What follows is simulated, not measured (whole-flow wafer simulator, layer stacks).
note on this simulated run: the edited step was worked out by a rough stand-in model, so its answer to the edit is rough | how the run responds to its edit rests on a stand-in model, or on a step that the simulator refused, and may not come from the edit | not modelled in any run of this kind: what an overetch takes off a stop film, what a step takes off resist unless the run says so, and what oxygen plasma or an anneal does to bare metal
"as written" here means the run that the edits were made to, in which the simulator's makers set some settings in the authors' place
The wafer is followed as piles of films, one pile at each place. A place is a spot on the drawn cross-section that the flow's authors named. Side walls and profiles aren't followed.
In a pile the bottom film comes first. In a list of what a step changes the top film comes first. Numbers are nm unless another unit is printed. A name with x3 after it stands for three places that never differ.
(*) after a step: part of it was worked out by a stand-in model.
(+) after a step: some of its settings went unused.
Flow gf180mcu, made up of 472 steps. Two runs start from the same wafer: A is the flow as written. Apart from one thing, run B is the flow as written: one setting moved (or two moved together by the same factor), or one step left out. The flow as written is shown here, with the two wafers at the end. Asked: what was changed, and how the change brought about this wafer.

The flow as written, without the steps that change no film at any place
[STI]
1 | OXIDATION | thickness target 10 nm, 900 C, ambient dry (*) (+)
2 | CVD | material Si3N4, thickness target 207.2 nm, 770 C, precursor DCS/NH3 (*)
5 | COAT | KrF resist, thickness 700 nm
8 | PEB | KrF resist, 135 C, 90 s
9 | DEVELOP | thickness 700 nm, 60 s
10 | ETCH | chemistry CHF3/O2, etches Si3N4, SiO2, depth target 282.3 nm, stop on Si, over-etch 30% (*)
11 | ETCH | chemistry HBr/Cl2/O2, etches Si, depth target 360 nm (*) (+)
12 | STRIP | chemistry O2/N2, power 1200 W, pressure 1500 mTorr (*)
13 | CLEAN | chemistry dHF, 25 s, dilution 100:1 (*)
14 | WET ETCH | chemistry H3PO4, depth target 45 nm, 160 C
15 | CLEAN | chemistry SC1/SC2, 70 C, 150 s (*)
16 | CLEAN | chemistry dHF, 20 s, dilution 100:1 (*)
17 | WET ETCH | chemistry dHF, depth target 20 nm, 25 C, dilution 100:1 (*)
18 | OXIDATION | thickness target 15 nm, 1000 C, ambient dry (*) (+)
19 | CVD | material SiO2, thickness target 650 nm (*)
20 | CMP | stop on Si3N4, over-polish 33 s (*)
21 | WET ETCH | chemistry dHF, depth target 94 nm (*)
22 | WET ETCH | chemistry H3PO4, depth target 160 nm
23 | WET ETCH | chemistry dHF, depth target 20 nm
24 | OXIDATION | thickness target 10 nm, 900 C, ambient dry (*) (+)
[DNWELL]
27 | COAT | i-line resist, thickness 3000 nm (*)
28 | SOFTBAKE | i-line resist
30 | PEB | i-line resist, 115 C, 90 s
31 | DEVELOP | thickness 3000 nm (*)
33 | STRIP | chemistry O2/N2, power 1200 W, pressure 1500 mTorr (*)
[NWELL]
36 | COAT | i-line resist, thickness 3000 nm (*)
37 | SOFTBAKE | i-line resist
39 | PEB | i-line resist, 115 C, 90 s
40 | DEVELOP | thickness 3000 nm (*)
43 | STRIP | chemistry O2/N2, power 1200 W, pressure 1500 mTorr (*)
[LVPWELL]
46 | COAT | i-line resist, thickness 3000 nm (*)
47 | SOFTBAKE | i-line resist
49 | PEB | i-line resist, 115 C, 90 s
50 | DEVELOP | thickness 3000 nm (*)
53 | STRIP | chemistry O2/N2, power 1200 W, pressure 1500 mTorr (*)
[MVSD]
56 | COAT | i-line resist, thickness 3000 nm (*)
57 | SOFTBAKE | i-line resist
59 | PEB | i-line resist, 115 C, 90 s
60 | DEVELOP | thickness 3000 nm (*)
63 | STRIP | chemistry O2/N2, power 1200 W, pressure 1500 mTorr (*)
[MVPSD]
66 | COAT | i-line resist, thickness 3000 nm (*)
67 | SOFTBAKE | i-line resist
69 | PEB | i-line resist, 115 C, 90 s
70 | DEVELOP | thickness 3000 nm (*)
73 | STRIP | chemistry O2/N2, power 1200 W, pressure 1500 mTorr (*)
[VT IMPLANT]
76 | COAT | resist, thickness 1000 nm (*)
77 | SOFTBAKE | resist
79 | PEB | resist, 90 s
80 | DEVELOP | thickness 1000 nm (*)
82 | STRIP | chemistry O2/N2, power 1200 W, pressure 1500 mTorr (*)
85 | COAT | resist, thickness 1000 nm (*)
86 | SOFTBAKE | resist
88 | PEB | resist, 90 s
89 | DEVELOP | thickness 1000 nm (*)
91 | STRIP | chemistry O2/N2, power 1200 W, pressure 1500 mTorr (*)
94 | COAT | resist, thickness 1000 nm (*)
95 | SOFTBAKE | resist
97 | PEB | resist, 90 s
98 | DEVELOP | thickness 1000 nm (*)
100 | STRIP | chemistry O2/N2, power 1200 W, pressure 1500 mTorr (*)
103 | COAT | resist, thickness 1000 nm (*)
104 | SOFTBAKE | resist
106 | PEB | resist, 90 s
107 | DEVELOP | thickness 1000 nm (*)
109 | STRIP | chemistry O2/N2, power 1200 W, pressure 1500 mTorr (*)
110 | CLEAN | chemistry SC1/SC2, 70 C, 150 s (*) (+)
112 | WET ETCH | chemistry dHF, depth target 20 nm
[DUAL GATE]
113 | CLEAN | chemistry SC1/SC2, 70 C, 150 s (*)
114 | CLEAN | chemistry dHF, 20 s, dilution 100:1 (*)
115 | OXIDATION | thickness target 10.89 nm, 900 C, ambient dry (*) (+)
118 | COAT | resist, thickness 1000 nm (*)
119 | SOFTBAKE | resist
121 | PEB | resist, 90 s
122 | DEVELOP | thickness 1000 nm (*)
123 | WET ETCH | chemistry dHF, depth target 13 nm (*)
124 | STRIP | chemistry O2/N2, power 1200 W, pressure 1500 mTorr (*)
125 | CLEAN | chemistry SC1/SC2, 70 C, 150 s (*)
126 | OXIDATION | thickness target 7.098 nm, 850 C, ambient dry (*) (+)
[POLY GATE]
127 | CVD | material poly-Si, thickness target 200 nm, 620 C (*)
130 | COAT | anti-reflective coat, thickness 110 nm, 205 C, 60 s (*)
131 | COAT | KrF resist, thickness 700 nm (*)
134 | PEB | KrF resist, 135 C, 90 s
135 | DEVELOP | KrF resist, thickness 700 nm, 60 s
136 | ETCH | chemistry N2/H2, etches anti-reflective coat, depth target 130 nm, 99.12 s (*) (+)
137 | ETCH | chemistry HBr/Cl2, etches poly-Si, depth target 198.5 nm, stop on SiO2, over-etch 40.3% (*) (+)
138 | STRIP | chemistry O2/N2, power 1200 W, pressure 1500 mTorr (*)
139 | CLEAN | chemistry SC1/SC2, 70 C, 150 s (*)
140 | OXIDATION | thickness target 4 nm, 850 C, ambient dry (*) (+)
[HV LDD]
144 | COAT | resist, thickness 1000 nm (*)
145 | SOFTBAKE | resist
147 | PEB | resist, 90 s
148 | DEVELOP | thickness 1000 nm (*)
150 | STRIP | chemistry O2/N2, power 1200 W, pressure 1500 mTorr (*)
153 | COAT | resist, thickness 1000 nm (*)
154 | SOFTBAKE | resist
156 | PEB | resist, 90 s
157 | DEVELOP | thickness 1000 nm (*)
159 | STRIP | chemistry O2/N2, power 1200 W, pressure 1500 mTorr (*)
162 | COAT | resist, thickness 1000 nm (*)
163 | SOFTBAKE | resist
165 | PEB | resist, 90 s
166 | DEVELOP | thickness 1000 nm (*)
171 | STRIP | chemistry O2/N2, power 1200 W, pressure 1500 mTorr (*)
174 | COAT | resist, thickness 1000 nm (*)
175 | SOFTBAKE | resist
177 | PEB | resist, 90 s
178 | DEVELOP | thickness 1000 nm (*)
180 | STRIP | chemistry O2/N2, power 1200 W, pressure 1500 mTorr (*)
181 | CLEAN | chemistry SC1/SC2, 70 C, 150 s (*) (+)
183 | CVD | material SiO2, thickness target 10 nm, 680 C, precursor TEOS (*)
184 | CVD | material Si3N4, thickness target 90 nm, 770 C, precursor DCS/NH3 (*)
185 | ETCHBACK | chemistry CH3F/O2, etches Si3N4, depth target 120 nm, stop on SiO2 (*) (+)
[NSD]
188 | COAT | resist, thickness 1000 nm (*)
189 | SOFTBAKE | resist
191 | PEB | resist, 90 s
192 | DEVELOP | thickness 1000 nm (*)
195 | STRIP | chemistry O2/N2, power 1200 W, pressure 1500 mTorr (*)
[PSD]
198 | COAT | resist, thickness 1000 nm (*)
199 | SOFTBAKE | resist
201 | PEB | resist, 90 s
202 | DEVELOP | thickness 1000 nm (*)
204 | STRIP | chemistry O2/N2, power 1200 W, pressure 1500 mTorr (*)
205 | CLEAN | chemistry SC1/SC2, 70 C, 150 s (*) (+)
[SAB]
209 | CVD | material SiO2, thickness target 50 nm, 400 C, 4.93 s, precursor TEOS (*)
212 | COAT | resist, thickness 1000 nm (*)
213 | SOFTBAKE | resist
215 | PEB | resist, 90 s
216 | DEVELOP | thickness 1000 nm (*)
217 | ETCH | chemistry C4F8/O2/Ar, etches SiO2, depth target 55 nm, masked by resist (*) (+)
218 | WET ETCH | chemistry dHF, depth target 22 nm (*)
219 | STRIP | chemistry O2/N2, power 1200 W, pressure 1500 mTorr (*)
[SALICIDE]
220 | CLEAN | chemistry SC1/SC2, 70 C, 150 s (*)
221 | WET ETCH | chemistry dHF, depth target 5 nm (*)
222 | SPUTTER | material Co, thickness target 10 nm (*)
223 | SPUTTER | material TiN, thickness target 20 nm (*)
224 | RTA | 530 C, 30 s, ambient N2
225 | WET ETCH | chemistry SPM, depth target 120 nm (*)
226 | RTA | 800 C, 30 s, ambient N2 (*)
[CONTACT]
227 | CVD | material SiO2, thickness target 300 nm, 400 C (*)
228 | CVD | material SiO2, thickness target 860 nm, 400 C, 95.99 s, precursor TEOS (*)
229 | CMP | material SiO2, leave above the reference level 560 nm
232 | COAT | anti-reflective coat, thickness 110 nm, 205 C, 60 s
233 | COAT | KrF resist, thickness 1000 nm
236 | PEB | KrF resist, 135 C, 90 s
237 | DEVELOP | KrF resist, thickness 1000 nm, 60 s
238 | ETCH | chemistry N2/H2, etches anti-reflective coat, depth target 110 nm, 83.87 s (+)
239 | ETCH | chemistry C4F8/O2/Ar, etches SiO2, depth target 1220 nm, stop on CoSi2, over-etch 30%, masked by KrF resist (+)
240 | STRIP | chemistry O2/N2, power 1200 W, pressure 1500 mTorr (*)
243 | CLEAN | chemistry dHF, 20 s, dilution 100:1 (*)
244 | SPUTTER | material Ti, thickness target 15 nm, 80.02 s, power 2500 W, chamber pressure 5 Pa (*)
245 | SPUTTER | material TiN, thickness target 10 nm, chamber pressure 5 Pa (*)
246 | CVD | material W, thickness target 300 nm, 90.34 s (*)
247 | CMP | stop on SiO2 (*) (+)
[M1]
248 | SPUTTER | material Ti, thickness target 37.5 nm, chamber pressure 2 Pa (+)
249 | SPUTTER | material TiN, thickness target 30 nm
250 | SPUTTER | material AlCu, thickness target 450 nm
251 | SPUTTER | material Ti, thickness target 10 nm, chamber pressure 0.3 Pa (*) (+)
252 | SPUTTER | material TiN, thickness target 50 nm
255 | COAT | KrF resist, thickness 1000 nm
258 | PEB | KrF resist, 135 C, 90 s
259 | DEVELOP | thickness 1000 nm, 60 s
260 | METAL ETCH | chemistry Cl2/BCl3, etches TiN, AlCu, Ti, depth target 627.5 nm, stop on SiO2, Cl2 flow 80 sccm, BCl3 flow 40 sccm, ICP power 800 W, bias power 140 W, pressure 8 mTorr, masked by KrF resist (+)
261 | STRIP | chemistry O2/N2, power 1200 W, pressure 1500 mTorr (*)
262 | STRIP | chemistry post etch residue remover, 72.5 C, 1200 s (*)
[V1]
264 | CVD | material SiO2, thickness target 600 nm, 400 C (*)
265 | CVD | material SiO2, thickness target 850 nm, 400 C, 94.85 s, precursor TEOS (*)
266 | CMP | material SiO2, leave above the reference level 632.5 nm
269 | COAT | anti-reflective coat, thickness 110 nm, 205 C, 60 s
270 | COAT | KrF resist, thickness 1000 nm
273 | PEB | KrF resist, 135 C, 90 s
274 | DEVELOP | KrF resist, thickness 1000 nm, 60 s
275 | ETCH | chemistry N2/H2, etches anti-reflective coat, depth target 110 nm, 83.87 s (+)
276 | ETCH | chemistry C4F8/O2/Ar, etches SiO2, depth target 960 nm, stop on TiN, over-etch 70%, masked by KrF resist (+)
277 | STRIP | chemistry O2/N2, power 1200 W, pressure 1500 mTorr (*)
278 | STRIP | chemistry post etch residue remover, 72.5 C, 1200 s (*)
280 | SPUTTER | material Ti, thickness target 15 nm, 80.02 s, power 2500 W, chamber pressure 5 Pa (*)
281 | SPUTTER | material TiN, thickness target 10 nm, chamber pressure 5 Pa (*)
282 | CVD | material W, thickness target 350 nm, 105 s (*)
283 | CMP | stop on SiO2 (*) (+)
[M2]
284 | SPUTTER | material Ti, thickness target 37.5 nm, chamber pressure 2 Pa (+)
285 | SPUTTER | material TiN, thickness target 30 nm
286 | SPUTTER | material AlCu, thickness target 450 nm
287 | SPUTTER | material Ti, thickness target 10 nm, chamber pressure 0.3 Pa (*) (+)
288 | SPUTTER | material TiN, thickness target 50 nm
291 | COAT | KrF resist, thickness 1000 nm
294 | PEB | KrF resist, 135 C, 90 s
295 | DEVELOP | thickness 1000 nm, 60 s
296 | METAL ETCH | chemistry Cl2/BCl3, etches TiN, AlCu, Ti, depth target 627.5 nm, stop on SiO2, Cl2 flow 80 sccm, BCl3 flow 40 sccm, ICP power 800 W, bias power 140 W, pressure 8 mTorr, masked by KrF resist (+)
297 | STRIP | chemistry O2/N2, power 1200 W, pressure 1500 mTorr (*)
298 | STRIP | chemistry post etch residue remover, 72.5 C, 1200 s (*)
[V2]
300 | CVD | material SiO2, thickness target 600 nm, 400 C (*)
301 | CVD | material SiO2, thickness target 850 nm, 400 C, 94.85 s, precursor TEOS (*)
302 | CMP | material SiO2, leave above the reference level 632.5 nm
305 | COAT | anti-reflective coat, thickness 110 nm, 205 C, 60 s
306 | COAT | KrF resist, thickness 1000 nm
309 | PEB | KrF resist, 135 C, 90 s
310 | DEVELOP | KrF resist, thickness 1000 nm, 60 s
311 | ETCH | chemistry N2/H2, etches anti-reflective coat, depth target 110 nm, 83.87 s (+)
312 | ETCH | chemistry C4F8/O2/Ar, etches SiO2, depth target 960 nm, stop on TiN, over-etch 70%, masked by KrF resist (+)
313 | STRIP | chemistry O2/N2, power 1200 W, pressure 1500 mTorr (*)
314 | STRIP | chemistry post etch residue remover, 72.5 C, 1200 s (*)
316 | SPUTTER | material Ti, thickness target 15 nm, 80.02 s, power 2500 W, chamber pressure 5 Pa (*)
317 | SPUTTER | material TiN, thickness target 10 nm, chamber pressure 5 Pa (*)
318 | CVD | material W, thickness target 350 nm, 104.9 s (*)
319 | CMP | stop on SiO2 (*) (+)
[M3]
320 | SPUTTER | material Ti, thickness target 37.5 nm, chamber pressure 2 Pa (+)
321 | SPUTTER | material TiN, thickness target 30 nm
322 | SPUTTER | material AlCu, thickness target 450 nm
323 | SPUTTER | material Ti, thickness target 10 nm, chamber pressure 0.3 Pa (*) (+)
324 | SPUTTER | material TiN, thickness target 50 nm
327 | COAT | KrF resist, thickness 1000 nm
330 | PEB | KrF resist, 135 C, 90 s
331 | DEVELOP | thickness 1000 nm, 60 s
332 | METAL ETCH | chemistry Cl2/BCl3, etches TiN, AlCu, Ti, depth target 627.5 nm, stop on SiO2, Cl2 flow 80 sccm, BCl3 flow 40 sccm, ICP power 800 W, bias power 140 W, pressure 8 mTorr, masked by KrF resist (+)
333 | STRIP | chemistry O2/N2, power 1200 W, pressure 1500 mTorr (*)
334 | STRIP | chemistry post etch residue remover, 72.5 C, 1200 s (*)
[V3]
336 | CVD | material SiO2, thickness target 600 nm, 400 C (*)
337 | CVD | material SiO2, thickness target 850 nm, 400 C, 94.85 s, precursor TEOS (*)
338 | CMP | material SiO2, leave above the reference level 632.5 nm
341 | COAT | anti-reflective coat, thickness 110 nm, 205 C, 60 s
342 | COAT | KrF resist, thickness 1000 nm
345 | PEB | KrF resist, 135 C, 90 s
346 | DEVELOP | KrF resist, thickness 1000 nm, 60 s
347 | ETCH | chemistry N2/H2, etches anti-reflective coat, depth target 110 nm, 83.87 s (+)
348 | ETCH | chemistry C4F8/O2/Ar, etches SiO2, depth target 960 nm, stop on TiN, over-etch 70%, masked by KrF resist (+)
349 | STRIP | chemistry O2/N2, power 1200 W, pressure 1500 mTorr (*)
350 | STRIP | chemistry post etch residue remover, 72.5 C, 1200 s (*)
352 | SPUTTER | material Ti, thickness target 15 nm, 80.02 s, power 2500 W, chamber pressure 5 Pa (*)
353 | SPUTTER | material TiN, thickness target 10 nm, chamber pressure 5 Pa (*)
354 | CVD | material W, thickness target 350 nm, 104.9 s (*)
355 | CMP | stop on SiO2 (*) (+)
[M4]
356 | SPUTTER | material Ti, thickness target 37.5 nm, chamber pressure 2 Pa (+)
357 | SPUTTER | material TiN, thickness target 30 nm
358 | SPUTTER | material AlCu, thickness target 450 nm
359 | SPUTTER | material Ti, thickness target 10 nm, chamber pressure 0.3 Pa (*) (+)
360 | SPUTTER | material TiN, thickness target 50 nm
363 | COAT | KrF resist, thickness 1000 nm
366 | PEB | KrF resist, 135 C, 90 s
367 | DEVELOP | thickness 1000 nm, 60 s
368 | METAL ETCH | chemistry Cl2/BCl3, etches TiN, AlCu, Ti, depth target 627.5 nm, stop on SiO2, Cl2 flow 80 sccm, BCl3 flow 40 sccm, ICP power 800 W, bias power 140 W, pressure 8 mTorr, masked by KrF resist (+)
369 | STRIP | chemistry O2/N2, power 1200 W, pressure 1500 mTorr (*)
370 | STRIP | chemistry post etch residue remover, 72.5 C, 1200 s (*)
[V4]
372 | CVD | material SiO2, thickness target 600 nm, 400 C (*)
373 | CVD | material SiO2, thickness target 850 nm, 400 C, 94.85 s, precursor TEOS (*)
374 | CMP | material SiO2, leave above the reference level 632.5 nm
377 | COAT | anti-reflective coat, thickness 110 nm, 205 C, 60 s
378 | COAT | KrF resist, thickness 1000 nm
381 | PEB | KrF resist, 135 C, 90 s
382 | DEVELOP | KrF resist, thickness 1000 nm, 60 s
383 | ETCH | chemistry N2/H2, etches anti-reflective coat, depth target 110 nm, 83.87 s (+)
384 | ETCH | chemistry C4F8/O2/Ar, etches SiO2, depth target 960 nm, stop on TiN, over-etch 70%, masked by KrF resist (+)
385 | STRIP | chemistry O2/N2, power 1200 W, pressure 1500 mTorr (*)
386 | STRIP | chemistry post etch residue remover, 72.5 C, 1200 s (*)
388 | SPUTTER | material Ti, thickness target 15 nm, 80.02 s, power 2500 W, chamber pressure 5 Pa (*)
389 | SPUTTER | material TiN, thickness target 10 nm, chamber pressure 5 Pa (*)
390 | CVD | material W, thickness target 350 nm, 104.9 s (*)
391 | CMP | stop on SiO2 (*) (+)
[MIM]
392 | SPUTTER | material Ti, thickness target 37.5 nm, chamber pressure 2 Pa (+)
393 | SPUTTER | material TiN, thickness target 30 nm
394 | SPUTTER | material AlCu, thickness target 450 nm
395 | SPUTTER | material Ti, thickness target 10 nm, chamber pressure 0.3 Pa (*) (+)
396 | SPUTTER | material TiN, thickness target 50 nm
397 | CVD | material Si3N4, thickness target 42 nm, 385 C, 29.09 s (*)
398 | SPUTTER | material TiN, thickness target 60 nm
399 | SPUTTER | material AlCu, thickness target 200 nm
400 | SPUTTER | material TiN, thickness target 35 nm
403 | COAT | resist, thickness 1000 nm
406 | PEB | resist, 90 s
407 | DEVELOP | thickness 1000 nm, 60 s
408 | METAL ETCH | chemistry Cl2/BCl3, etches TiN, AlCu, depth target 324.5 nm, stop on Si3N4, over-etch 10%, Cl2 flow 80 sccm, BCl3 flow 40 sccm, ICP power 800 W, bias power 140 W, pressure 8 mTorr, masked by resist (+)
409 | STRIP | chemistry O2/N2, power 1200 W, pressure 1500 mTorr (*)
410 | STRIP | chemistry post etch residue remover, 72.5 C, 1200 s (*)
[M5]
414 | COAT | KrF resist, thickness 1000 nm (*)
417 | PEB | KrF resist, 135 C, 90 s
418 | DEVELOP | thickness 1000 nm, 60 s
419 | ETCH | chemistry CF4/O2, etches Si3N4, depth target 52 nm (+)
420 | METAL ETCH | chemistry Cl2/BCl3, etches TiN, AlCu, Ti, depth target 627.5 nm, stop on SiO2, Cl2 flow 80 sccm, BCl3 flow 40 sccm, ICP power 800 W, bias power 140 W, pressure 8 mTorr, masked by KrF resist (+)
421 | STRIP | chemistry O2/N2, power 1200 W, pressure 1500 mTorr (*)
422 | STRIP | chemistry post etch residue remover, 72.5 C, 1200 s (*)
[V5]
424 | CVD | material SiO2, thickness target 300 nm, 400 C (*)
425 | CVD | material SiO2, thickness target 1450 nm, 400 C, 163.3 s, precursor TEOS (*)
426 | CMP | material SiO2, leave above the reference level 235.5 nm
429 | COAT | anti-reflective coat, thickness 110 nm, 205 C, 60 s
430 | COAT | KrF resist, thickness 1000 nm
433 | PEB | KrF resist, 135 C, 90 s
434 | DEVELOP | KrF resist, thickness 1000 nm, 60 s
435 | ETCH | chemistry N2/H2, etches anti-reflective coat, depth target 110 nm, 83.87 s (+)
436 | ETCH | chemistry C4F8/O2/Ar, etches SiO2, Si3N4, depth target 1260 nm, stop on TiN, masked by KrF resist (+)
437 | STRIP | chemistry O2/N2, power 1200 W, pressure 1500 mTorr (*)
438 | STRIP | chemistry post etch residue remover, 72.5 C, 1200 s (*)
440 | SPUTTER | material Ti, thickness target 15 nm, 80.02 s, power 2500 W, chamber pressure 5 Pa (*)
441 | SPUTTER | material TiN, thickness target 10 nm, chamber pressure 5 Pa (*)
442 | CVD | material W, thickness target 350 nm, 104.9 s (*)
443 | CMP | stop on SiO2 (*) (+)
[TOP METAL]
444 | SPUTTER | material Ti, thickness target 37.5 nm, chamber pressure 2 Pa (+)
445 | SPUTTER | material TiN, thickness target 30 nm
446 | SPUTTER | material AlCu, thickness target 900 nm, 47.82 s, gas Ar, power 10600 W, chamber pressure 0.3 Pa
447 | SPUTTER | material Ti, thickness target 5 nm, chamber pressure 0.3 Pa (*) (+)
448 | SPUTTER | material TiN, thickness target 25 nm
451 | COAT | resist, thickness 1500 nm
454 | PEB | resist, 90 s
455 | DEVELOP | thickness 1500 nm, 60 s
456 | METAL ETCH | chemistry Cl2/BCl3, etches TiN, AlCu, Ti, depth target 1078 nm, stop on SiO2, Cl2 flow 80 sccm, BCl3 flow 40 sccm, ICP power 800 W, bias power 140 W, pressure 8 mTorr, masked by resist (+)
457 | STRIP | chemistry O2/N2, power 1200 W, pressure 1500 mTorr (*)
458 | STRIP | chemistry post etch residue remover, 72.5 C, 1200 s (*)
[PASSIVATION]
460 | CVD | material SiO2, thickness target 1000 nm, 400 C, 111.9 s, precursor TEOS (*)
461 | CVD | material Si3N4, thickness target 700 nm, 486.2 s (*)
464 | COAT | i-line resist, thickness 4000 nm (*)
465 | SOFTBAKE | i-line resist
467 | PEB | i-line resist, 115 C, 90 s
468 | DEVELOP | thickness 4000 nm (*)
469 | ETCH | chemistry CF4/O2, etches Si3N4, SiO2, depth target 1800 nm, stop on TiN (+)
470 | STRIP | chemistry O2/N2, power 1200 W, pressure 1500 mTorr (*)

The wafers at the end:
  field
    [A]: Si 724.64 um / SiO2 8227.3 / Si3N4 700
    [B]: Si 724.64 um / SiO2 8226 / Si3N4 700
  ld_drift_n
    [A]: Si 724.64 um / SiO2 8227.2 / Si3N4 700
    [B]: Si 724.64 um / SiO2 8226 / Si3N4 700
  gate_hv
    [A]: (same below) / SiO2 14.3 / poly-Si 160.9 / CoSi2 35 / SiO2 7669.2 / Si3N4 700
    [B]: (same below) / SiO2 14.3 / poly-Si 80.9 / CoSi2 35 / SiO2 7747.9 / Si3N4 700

The reason: step 127, CVD: thickness target 120 nm was run, whereas the flow has thickness target 200 nm.

How this came from the change, step by step:
  127 | CVD | material poly-Si, thickness target 200 nm, 620 C (*)
      field, field__w1, field__w2 and 89 more: A +200 poly-Si (new film) | B +120 poly-Si (new film)
  137 | ETCH | chemistry HBr/Cl2, etches poly-Si, depth target 198.5 nm, stop on SiO2, over-etch 40.3% (*) (+)
      gate, gate_hv, gate_p and 25 more: A -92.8 KrF resist | B -55.6 KrF resist
      field, field__w3, field__w12 and 7 more: A -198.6 poly-Si (all of it), -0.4 SiO2 | B -118.6 poly-Si (all of it), -6.55 SiO2
      (as well as at 54 more places)
  138 | STRIP | chemistry O2/N2, power 1200 W, pressure 1500 mTorr (*)
      gate: A +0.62 chemical SiO2 (new film), -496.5 KrF resist (all of it), -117 anti-reflective coat (all of it), -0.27 poly-Si | B +0.63 chemical SiO2 (new film), -533.7 KrF resist (all of it), -117 anti-reflective coat (all of it), -0.28 poly-Si
      gate_hv: A +0.62 chemical SiO2 (new film), -495.3 KrF resist (all of it), -109.8 anti-reflective coat (all of it), -0.27 poly-Si | B +0.63 chemical SiO2 (new film), -532.5 KrF resist (all of it), -109.8 anti-reflective coat (all of it), -0.28 poly-Si
      (as well as at 26 more places)
  139 | CLEAN | chemistry SC1/SC2, 70 C, 150 s (*)
      active, n_well, p_well and 7 more: A -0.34 SiO2 | B -0.56 SiO2 (all of it)
      iso_ntap_nw, iso_ptap_sub, vpnp_e: A -0.34 SiO2 | B -0.55 SiO2 (all of it)
  140 | OXIDATION | thickness target 4 nm, 850 C, ambient dry (*) (+)
      active, n_well, p_well and 10 more: A +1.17 SiO2, -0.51 Si | B +4 SiO2 (new film), -1.76 Si
  144 | COAT | resist, thickness 1000 nm (*)
      field_sub__w4: A +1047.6 resist (new film) | B +1026.1 resist (new film)
      gate: A +837.4 resist (new film) | B +899.7 resist (new film)
      (as well as at 31 more places)
  145 | SOFTBAKE | resist
      ldn_sep, ldp_sep__w1: A +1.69 resist | B +1.03 resist
      ldn_sep__w1, ldp_sep: A +1.58 resist | B +1 resist
      (as well as at 38 more places)
  147 | PEB | resist, 90 s
      ld_gate_n, ld_acc_n: A -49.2 resist | B -52.1 resist
      polyc_n, polyc_p: A -46.1 resist | B -49.9 resist
      (as well as at 31 more places)
  148 | DEVELOP | thickness 1000 nm (*)
      gate: A -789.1 resist (all of it) | B -848.1 resist (all of it)
      npoly_u: A -790.2 resist (all of it) | B -846.2 resist (all of it)
      (as well as at 3 more places)
  150 | STRIP | chemistry O2/N2, power 1200 W, pressure 1500 mTorr (*)
      field_sub__w4: A -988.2 resist (all of it) | B -967.6 resist (all of it)
      gate_hv: A -795.2 resist (all of it) | B -849 resist (all of it)
      (as well as at 26 more places)
  153 | COAT | resist, thickness 1000 nm (*)
      field_sub__w4: A +1047.6 resist (new film) | B +1026.1 resist (new film)
      gate: A +837.4 resist (new film) | B +899.7 resist (new film)
      (as well as at 31 more places)
  154 | SOFTBAKE | resist
      ldn_sep, ldp_sep__w1: A +1.69 resist | B +1.03 resist
      ldn_sep__w1, ldp_sep: A +1.58 resist | B +1 resist
      (as well as at 38 more places)
  156 | PEB | resist, 90 s
      ld_gate_n, ld_acc_n: A -49.2 resist | B -52.1 resist
      polyc_n, polyc_p: A -46.1 resist | B -49.9 resist
      (as well as at 31 more places)
  157 | DEVELOP | thickness 1000 nm (*)
      gate_p: A -795.2 resist (all of it) | B -852.2 resist (all of it)
      ppoly_u: A -793.1 resist (all of it) | B -848.1 resist (all of it)
      (as well as at 3 more places)
  159 | STRIP | chemistry O2/N2, power 1200 W, pressure 1500 mTorr (*)
      field_sub__w4: A -988.2 resist (all of it) | B -967.6 resist (all of it)
      gate: A -789.1 resist (all of it) | B -848.1 resist (all of it)
      (as well as at 26 more places)
  162 | COAT | resist, thickness 1000 nm (*)
      field_sub__w4: A +1047.6 resist (new film) | B +1026.1 resist (new film)
      gate: A +837.4 resist (new film) | B +899.7 resist (new film)
      (as well as at 31 more places)
  ... 34 other steps ...
  246 | CVD | material W, thickness target 300 nm, 90.34 s (*)
      polyc_n, polyc_p: A +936 W (new film) | B +1014.7 W (new film)
